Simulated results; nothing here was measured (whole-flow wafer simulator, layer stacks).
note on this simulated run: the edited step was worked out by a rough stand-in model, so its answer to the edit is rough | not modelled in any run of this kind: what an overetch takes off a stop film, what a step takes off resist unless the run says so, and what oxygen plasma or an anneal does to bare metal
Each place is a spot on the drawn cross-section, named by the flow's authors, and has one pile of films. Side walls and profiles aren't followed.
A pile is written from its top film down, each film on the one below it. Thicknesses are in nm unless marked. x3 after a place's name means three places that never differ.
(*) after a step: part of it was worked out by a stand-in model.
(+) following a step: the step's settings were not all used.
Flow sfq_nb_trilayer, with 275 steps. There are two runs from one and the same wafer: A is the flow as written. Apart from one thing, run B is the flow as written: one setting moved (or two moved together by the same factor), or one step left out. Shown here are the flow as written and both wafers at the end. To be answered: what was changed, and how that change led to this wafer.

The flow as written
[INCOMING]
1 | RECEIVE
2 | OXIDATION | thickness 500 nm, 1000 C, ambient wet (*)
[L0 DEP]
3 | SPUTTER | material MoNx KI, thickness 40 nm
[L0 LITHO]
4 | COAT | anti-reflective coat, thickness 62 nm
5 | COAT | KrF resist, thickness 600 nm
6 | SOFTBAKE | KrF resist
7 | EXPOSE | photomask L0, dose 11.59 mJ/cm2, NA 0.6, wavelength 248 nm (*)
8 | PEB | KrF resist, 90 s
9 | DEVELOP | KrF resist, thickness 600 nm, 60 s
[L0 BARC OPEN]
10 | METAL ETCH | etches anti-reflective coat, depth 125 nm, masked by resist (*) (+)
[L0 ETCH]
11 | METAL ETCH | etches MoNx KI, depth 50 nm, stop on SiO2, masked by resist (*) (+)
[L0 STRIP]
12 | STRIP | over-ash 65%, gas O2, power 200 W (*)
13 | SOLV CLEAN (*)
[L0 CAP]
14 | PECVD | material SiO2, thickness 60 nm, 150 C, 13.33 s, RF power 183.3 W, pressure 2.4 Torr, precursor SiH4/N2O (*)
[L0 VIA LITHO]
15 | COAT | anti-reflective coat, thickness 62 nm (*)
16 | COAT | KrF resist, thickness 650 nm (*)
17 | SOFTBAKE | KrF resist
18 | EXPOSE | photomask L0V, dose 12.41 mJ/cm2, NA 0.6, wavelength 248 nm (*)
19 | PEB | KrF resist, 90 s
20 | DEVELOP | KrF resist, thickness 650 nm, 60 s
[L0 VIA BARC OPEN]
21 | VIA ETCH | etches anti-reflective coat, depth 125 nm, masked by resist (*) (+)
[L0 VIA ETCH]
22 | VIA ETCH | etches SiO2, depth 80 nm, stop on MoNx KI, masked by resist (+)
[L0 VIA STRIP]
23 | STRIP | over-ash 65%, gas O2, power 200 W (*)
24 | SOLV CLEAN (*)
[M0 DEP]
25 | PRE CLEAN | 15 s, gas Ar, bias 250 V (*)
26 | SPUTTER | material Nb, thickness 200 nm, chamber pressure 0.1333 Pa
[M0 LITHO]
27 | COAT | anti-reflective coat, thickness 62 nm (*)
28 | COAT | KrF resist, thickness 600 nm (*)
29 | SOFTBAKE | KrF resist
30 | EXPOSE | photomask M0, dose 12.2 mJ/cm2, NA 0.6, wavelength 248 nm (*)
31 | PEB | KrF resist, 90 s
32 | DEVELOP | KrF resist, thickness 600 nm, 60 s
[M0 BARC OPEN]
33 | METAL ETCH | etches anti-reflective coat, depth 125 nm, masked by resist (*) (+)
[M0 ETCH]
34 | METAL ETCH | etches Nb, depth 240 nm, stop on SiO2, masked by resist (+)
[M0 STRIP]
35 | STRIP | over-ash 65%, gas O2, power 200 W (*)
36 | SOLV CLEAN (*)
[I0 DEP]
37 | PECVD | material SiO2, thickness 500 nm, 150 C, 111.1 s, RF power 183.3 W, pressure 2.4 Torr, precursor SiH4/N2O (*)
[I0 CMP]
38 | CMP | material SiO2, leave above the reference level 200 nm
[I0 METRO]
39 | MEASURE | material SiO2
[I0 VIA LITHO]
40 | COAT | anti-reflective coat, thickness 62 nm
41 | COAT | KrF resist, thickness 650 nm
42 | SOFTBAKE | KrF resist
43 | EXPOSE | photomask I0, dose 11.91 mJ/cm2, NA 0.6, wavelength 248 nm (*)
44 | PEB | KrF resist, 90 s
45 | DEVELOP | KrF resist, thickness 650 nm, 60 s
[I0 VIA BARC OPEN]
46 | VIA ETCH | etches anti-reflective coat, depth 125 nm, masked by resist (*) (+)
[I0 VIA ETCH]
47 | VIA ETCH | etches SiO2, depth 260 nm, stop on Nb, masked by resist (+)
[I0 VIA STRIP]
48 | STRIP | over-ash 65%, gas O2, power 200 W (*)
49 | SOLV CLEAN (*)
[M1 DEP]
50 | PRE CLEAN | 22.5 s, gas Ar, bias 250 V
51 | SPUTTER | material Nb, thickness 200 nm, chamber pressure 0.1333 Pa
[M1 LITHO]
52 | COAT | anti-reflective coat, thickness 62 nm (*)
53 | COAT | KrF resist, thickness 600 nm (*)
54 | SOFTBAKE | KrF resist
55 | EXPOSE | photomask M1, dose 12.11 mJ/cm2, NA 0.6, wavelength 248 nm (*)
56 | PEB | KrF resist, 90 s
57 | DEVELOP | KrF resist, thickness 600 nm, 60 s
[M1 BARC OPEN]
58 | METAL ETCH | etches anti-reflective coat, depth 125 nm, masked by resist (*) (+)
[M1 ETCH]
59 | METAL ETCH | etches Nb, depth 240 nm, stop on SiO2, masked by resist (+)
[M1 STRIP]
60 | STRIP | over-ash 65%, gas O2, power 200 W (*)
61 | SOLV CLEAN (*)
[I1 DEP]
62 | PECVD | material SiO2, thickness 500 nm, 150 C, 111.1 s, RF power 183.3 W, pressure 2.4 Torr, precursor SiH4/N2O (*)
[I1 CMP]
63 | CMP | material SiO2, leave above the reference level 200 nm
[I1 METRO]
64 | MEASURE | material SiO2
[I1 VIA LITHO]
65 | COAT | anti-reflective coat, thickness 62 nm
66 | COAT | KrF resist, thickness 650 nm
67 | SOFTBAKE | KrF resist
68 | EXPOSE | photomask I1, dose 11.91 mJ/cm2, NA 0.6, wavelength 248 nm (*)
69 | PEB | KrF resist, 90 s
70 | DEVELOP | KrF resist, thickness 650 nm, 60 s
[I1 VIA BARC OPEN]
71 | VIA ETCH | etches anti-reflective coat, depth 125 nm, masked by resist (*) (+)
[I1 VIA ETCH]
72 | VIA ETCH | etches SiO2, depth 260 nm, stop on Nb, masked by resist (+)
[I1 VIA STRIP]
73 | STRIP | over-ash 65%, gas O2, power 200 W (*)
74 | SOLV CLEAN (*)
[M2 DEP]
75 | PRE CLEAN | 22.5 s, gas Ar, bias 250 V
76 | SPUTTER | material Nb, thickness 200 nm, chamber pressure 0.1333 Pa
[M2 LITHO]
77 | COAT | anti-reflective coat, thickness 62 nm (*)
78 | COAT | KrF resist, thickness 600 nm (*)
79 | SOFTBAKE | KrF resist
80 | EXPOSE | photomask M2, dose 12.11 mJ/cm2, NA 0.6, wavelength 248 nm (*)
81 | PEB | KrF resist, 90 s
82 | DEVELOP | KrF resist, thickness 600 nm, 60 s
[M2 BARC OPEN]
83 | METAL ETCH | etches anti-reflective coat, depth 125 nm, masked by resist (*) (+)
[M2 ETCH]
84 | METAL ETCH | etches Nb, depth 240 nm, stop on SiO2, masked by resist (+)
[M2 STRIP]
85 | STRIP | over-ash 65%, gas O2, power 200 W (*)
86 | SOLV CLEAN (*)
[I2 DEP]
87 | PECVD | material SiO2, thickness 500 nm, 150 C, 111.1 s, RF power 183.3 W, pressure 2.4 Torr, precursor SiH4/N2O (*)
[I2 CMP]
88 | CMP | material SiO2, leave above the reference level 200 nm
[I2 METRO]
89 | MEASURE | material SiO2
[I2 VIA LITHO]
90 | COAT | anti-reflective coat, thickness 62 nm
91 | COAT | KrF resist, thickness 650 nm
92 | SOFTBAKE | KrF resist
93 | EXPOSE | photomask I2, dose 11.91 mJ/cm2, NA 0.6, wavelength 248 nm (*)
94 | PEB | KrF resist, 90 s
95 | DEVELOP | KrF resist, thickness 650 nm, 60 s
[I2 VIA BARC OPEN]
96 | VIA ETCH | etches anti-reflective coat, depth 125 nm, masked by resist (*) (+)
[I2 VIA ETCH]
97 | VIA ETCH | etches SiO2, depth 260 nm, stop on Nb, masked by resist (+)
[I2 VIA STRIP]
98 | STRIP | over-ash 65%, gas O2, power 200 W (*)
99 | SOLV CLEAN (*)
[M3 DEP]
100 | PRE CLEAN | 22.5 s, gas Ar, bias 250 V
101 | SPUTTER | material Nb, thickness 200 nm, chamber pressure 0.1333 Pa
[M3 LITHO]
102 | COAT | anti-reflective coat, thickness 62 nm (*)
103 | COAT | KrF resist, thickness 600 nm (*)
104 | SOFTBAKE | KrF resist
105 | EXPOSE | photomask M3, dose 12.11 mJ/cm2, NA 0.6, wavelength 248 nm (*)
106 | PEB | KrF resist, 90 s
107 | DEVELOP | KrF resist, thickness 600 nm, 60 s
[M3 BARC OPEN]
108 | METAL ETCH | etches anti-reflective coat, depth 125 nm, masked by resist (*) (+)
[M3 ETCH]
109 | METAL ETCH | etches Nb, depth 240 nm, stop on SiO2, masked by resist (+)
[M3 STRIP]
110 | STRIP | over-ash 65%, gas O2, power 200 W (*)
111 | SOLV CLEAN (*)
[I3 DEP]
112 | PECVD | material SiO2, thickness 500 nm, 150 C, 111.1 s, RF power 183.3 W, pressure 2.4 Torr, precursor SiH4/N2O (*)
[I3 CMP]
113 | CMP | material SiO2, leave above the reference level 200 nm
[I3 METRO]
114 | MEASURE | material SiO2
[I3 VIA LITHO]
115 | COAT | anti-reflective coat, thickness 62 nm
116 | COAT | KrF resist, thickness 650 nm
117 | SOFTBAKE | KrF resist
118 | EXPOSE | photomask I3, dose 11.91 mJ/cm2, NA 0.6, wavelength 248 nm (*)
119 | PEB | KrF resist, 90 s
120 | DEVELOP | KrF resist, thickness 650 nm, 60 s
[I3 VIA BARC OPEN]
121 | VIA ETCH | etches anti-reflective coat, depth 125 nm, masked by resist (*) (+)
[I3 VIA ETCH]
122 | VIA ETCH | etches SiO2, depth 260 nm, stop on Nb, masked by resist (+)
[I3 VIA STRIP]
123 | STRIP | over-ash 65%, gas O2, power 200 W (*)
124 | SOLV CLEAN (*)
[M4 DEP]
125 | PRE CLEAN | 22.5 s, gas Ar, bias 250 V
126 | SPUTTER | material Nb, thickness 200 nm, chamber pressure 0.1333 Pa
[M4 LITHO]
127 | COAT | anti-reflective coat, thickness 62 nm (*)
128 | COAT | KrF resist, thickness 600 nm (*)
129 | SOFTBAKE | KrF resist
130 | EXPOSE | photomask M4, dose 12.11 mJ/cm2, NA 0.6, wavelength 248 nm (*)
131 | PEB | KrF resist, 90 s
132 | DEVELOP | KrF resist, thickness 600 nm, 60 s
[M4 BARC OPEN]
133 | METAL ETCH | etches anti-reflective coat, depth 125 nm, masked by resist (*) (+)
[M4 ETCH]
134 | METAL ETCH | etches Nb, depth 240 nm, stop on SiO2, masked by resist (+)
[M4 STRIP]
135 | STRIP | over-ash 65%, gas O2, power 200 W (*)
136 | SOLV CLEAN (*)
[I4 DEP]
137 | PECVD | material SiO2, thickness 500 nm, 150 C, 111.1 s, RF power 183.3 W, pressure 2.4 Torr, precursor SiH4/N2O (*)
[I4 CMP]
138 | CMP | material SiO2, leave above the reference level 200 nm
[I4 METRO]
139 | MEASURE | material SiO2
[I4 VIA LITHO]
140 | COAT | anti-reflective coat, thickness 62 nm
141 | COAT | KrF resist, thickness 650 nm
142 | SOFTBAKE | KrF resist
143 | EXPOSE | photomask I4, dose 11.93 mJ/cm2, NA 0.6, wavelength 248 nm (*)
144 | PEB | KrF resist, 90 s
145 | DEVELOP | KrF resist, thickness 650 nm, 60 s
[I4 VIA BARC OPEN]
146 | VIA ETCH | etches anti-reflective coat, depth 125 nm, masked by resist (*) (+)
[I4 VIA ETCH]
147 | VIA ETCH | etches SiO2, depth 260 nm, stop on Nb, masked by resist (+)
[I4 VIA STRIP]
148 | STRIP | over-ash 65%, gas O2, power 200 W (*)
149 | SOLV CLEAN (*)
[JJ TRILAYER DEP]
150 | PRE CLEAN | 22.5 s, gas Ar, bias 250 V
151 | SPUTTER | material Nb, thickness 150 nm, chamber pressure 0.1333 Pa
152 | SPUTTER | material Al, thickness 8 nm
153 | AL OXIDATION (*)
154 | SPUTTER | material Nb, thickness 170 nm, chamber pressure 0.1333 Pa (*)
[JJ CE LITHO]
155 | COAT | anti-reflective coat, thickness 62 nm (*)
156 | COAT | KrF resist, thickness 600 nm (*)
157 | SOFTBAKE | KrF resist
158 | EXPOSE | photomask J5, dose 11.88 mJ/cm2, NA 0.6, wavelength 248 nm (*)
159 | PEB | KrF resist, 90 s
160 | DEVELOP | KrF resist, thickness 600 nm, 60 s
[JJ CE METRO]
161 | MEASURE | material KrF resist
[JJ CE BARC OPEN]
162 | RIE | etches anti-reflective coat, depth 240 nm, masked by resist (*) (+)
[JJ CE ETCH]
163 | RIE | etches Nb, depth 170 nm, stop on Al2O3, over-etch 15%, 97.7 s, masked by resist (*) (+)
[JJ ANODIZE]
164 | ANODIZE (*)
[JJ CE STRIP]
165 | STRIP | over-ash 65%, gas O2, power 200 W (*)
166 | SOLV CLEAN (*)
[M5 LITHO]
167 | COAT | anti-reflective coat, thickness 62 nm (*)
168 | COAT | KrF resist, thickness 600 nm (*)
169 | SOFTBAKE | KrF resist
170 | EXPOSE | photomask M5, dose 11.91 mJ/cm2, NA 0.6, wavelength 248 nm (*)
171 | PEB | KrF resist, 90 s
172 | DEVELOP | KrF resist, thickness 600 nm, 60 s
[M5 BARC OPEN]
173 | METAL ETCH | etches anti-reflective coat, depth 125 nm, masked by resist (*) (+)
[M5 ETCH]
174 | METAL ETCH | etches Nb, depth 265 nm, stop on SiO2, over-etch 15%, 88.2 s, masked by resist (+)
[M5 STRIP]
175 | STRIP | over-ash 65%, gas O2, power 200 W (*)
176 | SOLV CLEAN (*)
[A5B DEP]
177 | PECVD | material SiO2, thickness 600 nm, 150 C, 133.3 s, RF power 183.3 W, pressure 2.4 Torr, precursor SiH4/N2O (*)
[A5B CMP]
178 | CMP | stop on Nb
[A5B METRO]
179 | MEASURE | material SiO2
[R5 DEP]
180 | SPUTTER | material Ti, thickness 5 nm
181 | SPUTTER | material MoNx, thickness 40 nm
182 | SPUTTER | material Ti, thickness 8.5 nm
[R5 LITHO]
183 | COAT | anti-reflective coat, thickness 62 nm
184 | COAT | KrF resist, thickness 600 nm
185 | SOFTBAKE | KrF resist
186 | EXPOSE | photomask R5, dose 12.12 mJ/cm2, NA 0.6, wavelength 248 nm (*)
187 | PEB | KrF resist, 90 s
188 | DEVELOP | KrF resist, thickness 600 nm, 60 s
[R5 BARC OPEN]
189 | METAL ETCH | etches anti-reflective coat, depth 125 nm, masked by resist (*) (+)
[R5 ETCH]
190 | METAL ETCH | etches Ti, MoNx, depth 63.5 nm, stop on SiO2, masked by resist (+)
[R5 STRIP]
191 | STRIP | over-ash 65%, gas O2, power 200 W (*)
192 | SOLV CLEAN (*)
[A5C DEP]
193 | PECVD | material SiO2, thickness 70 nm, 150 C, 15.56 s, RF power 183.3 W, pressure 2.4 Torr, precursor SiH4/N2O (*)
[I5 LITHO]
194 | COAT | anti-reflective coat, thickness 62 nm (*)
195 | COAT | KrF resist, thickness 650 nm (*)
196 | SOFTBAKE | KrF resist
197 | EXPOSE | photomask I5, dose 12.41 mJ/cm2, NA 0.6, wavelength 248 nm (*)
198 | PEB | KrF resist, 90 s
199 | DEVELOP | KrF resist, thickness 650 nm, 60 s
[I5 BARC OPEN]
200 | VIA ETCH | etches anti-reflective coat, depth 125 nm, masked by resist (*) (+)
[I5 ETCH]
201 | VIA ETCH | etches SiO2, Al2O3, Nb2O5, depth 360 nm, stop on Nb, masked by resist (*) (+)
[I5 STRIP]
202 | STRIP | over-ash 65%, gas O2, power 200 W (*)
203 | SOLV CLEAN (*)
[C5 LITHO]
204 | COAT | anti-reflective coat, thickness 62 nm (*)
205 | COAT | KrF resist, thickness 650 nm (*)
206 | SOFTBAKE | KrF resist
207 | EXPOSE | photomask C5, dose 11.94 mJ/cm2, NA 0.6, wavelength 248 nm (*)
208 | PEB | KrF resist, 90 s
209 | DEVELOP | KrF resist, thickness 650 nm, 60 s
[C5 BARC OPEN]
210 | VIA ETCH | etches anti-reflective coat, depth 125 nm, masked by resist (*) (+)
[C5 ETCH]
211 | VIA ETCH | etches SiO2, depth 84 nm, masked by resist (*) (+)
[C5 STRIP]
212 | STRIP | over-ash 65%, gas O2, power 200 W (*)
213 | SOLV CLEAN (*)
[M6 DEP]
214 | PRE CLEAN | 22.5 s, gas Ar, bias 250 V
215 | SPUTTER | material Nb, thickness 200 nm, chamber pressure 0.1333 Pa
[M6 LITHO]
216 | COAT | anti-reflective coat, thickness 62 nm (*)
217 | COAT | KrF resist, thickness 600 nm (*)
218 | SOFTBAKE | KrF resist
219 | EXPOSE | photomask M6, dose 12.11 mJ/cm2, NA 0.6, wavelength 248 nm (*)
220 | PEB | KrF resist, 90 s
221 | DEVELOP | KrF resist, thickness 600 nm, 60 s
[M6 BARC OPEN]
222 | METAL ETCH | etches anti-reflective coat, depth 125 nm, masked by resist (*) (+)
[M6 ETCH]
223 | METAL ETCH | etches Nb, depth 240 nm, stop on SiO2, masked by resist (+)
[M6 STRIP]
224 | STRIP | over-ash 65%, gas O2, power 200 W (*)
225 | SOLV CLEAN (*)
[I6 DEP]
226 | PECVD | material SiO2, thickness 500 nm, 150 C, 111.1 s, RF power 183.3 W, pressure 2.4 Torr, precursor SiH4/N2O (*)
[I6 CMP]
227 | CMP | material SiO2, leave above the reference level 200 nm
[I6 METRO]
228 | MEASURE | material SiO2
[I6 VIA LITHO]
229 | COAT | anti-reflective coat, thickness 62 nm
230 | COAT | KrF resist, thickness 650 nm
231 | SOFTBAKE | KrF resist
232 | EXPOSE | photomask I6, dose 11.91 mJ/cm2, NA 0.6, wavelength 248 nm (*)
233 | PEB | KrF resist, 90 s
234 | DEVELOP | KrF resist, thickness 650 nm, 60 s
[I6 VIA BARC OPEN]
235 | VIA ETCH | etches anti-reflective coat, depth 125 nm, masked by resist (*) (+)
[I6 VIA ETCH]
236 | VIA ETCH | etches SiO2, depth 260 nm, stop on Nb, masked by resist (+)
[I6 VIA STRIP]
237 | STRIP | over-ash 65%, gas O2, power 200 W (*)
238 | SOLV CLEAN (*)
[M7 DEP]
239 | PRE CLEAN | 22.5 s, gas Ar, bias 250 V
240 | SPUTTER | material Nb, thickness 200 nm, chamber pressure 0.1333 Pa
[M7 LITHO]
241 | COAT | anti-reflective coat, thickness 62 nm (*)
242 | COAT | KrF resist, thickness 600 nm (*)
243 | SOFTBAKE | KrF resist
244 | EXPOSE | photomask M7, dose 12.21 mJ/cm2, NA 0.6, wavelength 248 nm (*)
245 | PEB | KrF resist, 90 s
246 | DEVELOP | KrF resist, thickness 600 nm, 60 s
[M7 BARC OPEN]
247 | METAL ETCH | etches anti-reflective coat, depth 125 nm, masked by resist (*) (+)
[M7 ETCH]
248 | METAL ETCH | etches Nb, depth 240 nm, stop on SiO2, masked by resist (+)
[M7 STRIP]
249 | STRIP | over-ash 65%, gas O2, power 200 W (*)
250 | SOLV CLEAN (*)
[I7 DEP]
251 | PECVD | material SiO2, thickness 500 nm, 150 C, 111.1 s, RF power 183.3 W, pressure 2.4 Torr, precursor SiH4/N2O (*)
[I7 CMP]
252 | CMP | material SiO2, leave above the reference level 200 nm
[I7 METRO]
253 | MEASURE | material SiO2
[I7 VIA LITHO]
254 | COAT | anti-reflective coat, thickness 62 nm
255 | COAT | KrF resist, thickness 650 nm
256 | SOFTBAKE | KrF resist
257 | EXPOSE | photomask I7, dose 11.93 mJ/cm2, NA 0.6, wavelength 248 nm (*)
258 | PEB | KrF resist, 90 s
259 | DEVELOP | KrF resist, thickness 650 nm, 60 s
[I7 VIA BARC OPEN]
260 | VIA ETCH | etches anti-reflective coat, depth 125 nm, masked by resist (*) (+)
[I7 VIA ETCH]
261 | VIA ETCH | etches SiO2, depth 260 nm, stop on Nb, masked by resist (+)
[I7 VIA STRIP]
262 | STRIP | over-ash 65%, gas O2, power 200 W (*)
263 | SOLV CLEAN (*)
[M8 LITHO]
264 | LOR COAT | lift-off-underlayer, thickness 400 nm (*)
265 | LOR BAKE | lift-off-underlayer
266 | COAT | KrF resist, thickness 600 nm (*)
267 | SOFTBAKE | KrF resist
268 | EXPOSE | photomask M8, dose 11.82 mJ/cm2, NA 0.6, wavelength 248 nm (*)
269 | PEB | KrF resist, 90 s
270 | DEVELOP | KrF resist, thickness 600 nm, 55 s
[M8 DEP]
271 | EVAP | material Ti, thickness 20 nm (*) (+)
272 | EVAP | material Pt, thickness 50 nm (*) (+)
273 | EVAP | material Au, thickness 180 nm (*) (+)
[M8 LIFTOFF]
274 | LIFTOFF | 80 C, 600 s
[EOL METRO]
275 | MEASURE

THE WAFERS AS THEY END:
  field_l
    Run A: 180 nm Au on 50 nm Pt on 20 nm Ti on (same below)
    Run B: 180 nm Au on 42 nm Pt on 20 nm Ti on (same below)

The reason: step 272, EVAP: thickness 42 nm was run, though the flow has thickness 50 nm.
One can read it off the wafer: field_l has Pt 42, and step 272 as written asks for 50 nm.

The path from the change to this, step by step:
  272 | EVAP | material Pt, thickness 50 nm (*) (+)
      field_l, v_sur, via_wl and 103 more: A +50 Pt (new film) | B +42 Pt (new film)
  274 | LIFTOFF | 80 C, 600 s
      p4_fl, p4_fm, p4_w1 and 71 more: A -180 Au (all of it), -50 Pt (all of it), -20 Ti (all of it), -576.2 KrF resist (all of it), -400 lift-off-underlayer (all of it) | B -180 Au (all of it), -42 Pt (all of it), -20 Ti (all of it), -576.2 KrF resist (all of it), -400 lift-off-underlayer (all of it)
      c5j, ce_r: A -180 Au (all of it), -50 Pt (all of it), -20 Ti (all of it), -573.3 KrF resist (all of it), -399.3 lift-off-underlayer (all of it) | B -180 Au (all of it), -42 Pt (all of it), -20 Ti (all of it), -573.3 KrF resist (all of it), -399.3 lift-off-underlayer (all of it)
      (also at 19 further places)
